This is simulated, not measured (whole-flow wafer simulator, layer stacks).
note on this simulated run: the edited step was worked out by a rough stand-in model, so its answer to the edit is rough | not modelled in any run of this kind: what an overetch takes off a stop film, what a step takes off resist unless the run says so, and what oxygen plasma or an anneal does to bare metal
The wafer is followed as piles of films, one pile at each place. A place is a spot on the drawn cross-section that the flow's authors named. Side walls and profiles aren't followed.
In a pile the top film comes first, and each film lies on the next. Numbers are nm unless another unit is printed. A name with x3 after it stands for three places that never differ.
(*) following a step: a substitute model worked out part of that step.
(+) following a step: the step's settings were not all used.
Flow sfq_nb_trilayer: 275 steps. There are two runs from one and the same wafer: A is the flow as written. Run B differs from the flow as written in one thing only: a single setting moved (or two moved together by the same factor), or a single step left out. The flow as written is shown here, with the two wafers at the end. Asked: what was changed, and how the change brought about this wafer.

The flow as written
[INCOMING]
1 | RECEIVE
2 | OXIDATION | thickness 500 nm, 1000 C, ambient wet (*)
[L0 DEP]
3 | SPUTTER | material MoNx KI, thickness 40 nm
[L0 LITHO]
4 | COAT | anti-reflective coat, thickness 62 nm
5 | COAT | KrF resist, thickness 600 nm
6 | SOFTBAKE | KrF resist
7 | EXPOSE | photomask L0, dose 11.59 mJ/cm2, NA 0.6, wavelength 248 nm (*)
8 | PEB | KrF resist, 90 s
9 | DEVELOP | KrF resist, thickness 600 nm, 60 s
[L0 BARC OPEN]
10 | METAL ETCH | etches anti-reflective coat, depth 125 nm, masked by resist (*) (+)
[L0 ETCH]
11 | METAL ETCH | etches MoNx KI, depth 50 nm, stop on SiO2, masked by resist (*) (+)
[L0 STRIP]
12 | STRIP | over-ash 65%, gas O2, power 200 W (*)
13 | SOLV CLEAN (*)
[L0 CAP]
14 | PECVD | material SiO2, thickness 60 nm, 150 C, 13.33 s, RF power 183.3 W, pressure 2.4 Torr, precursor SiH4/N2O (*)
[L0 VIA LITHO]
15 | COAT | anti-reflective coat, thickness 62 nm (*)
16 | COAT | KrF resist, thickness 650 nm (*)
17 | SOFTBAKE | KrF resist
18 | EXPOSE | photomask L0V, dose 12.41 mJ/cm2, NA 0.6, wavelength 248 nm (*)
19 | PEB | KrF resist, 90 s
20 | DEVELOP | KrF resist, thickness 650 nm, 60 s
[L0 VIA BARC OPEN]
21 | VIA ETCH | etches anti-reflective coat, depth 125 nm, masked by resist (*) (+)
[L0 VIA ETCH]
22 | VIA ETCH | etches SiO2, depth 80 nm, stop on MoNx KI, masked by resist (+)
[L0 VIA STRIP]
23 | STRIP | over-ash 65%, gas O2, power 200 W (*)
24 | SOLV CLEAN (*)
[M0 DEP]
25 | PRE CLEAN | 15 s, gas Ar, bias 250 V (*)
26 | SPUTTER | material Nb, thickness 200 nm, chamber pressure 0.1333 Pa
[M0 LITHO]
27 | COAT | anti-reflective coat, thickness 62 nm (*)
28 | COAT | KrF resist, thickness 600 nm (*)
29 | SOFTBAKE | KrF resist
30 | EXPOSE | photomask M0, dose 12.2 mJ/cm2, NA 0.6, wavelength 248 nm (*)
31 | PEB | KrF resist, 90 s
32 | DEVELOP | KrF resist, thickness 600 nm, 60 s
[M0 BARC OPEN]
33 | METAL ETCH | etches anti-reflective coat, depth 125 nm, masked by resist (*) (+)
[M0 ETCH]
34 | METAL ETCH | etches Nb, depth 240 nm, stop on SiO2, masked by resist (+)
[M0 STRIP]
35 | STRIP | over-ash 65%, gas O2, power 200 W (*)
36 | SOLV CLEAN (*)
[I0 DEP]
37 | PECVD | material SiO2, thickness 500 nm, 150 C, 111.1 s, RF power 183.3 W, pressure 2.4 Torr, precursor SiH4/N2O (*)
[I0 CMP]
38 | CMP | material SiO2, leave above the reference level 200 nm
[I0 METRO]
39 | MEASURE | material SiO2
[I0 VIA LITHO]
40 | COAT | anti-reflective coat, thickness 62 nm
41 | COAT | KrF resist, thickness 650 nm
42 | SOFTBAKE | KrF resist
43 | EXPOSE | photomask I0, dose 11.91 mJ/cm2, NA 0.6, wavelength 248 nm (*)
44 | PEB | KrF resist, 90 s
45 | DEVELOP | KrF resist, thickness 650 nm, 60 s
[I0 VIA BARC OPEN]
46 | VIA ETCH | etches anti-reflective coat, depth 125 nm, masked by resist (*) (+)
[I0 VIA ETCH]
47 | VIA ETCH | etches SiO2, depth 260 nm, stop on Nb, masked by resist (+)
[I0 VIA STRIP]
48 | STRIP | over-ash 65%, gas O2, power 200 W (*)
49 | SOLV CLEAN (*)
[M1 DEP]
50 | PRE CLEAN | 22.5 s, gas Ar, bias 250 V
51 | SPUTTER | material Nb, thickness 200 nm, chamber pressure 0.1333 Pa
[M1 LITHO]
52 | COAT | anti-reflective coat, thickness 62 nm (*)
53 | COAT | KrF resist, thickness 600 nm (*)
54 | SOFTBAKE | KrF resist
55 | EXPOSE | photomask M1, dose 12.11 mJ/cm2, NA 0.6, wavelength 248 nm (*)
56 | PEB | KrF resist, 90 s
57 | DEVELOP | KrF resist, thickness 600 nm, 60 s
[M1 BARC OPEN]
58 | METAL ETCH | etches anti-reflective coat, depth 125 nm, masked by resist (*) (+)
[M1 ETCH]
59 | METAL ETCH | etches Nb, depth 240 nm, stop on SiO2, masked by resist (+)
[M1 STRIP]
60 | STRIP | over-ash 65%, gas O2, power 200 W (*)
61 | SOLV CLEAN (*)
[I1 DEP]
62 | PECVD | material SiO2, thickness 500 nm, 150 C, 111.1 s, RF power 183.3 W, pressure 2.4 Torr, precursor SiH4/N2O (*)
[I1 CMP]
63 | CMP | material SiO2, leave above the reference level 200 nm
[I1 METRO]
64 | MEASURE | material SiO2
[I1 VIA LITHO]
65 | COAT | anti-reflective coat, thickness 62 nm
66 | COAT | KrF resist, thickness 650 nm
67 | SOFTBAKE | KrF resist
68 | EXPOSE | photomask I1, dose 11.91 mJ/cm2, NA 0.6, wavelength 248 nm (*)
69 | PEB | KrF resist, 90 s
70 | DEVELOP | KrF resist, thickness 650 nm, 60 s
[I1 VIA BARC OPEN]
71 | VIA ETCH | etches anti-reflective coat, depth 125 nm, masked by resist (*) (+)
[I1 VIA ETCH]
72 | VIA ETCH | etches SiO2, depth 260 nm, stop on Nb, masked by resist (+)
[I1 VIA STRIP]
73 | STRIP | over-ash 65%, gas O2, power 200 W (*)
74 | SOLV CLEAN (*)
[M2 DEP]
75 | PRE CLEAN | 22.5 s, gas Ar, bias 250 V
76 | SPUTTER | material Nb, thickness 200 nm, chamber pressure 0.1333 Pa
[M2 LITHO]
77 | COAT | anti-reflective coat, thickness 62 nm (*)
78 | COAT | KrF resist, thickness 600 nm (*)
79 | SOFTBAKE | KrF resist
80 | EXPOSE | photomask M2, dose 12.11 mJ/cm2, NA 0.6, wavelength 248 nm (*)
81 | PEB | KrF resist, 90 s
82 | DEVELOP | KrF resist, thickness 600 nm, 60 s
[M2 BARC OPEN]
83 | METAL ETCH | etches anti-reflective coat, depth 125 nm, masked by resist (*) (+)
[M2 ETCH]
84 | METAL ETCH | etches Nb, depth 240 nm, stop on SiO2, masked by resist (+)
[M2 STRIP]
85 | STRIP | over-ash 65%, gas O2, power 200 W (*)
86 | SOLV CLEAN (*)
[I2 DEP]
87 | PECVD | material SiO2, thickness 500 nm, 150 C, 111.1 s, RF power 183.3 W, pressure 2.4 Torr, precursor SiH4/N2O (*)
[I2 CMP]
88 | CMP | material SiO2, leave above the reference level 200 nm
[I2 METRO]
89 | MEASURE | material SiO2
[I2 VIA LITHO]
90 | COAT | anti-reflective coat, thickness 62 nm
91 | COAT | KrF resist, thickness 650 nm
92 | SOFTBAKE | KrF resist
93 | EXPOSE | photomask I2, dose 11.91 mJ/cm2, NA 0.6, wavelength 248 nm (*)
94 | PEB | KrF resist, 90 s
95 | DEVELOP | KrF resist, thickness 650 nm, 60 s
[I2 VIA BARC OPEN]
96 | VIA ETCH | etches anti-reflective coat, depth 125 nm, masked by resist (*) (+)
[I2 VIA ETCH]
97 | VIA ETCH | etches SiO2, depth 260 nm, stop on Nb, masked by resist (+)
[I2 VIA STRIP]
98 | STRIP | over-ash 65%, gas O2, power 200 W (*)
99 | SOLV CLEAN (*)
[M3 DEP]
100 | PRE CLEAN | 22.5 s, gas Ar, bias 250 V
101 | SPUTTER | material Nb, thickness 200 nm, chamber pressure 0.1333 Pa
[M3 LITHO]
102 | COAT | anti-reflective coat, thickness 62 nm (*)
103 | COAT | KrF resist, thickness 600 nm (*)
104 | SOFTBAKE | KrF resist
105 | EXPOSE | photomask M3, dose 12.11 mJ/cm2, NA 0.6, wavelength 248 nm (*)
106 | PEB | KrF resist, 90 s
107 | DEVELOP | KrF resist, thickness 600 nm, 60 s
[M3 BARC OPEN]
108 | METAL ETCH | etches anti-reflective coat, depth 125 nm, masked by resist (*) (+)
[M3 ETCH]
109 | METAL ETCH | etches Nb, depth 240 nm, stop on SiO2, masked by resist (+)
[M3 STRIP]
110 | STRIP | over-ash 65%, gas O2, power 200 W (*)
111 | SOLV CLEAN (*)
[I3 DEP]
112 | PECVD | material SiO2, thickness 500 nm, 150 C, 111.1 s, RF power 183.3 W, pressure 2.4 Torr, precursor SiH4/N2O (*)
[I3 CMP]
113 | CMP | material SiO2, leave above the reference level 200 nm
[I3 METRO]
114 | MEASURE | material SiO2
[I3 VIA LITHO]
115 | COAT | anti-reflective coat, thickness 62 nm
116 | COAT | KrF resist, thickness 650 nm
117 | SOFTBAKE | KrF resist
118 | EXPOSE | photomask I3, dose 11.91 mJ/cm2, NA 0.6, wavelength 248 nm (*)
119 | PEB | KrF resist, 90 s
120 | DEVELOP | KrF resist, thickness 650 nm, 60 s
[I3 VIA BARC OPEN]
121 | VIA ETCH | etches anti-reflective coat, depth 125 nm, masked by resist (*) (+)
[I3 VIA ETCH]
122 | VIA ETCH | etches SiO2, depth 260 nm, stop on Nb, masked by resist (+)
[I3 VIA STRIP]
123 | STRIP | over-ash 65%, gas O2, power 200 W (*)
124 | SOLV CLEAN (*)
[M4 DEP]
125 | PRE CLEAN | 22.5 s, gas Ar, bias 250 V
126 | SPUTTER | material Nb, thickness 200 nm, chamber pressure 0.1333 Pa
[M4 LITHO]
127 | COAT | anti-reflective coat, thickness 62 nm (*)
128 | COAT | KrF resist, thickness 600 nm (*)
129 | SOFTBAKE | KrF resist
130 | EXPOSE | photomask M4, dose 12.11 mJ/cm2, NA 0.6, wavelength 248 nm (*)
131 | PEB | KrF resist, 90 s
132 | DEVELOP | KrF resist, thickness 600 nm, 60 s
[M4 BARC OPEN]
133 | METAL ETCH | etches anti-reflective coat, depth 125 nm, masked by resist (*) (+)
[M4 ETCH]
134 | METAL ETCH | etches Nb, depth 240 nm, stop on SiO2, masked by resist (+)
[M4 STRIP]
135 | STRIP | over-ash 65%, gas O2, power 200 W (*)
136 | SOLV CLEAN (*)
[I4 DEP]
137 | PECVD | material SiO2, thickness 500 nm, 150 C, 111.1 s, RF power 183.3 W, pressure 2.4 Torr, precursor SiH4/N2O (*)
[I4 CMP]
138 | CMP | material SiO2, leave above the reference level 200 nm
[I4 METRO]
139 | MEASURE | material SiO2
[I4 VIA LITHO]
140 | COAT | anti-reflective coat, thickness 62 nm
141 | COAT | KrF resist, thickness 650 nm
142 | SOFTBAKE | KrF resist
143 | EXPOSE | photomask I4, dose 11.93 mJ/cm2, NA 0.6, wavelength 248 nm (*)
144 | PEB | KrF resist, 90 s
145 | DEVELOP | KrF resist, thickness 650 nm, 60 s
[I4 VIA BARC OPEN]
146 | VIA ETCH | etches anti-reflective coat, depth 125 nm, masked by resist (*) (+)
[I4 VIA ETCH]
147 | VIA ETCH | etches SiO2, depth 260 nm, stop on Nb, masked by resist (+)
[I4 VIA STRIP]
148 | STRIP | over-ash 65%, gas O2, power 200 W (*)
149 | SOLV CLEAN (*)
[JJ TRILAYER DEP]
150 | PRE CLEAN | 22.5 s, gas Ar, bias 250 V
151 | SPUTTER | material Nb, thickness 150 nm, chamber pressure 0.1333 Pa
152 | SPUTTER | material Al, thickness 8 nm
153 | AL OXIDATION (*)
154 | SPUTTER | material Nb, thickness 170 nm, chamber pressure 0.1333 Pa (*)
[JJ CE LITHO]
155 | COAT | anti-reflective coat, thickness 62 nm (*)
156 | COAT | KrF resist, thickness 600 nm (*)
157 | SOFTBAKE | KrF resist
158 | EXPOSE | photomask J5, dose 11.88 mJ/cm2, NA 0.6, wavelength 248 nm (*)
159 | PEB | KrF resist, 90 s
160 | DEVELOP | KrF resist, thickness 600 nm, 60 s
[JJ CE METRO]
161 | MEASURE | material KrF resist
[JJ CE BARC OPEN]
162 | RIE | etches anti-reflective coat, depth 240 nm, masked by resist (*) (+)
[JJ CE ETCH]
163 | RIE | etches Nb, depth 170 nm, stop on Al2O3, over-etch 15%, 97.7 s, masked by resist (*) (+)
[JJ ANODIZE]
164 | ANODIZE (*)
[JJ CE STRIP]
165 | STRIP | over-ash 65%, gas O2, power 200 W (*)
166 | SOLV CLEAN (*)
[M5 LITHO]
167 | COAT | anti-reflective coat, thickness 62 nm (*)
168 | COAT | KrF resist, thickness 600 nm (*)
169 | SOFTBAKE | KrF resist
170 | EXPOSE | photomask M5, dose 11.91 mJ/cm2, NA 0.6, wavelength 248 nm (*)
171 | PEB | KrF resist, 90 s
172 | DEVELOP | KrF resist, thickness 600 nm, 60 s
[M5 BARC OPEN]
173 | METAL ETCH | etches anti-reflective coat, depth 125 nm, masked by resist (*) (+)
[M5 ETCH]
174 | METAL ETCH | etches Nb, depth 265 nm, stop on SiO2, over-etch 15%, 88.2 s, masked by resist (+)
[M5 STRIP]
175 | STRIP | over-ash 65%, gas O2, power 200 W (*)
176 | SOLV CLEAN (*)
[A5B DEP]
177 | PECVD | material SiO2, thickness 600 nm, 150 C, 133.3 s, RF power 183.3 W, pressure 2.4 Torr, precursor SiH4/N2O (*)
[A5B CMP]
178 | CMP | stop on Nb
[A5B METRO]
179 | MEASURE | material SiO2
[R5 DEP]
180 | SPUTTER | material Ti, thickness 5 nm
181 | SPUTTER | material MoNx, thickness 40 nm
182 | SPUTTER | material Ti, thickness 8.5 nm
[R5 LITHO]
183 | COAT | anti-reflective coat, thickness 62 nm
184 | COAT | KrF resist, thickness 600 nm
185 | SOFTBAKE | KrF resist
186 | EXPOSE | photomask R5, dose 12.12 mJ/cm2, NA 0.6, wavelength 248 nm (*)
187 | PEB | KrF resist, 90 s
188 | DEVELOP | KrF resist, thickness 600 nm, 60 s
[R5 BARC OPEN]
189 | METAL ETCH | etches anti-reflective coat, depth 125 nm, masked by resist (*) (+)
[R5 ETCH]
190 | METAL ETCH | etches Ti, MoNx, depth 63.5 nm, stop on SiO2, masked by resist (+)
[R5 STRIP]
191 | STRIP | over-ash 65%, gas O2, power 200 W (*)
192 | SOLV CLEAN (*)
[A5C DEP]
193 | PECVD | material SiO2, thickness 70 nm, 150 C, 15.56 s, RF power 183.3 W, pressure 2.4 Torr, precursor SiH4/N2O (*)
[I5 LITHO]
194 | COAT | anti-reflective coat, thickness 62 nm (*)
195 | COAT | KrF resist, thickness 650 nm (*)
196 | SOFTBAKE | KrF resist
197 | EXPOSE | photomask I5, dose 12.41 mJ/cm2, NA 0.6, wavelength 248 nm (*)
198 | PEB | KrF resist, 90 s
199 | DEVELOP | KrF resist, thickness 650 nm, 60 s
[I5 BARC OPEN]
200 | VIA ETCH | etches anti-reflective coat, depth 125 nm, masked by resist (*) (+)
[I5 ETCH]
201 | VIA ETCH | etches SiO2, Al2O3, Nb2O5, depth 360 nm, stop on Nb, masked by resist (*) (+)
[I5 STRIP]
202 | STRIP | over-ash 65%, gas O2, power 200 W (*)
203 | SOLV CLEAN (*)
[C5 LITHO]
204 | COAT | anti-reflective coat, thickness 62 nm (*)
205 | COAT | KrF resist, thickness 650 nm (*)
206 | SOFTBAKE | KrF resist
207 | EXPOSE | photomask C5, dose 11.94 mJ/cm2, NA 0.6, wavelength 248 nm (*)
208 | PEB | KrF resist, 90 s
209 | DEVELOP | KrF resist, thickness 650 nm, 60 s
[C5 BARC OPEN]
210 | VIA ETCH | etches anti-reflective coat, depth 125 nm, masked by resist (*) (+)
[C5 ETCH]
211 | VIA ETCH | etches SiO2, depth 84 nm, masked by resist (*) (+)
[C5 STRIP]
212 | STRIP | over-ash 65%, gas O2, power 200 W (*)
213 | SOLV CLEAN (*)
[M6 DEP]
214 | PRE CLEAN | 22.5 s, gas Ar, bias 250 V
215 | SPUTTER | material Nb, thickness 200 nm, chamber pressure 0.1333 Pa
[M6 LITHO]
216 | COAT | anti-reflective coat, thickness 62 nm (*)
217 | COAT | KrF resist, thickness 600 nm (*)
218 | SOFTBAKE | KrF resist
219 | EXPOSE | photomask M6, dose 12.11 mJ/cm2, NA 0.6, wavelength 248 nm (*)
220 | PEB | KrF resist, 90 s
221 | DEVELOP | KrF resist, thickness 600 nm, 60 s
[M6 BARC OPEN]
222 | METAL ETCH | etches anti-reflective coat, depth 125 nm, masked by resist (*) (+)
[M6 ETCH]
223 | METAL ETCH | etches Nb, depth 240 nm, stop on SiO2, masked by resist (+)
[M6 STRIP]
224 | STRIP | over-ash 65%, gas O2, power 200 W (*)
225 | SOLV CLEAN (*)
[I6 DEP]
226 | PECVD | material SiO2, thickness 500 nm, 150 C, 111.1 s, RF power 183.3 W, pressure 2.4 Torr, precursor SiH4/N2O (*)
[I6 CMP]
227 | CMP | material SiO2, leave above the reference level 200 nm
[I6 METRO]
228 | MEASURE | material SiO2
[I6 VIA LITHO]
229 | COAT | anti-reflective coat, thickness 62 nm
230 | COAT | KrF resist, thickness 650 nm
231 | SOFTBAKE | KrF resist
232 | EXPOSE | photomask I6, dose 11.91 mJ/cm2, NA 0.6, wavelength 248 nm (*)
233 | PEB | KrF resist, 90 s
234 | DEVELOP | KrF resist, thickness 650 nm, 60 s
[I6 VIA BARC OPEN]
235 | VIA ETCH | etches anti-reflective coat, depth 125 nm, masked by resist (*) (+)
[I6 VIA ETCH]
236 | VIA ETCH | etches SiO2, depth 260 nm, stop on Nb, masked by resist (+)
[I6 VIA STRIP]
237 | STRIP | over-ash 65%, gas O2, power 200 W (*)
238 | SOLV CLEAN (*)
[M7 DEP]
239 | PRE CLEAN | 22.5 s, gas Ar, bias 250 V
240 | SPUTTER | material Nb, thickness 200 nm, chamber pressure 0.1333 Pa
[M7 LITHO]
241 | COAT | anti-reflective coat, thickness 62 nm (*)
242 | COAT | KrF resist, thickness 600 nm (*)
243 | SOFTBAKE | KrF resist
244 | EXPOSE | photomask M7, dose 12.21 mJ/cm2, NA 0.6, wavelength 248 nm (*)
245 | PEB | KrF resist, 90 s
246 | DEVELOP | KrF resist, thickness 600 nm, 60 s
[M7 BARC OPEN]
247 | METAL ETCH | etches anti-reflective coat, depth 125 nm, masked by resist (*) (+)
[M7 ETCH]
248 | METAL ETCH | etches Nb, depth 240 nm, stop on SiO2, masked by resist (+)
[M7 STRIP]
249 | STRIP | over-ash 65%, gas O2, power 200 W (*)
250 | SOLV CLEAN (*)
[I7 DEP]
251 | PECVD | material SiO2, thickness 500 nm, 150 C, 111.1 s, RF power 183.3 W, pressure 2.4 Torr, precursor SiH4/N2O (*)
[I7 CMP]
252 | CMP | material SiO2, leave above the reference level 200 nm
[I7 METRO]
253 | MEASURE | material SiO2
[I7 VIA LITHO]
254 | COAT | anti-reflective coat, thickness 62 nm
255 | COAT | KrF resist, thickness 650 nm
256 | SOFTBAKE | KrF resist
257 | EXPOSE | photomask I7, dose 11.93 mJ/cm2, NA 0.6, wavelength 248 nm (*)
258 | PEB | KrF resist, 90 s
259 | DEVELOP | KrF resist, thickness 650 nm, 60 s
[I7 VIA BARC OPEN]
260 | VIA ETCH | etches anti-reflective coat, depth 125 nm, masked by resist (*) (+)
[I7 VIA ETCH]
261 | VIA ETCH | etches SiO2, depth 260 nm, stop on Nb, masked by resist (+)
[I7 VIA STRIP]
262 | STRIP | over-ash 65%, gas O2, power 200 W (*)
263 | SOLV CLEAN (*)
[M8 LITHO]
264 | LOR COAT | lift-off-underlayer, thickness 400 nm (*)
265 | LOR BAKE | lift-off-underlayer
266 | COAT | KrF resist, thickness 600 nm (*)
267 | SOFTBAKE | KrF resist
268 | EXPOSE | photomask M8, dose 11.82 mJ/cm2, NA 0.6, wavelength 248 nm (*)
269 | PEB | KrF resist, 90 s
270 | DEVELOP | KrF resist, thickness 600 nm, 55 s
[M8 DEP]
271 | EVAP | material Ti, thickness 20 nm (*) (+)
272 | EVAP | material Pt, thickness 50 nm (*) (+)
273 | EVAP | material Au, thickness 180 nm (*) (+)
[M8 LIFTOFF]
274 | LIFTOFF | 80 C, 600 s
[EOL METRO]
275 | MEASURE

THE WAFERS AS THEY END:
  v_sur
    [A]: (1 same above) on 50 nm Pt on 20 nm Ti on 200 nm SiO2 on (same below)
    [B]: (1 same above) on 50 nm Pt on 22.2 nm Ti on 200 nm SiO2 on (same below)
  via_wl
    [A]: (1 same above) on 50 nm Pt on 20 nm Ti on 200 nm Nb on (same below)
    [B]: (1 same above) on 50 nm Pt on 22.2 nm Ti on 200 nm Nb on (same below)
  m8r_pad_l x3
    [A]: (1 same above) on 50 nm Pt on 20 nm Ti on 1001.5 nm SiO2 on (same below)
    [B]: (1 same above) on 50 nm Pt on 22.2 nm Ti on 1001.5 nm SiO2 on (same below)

Cause: step 271, EVAP: thickness 22.2 nm was run, while the flow as written has thickness 20 nm.
The wafer itself shows it: v_sur has Ti 22.2, and step 271 as written asks for 20 nm.

How this came from the change, step by step:
  271 | EVAP | material Ti, thickness 20 nm (*) (+)
      field_l, v_sur, via_wl and 103 more: A Ti gains 20 (new film) | B Ti gains 22.2 (new film)
  274 | LIFTOFF | 80 C, 600 s
      p4_fl x3, p4_w1 x9, p4_g1 x2 and 60 more: A Au loses 180 (all of it), Pt loses 50 (all of it), Ti loses 20 (all of it), KrF resist loses 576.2 (all of it), lift-off-underlayer loses 400 (all of it) | B Au loses 180 (all of it), Pt loses 50 (all of it), Ti loses 22.2 (all of it), KrF resist loses 576.2 (all of it), lift-off-underlayer loses 400 (all of it)
      c5j, ce_r: A Au loses 180 (all of it), Pt loses 50 (all of it), Ti loses 20 (all of it), KrF resist loses 573.3 (all of it), lift-off-underlayer loses 399.3 (all of it) | B Au loses 180 (all of it), Pt loses 50 (all of it), Ti loses 22.2 (all of it), KrF resist loses 573.3 (all of it), lift-off-underlayer loses 399.3 (all of it)
      (and at 19 other places as well)
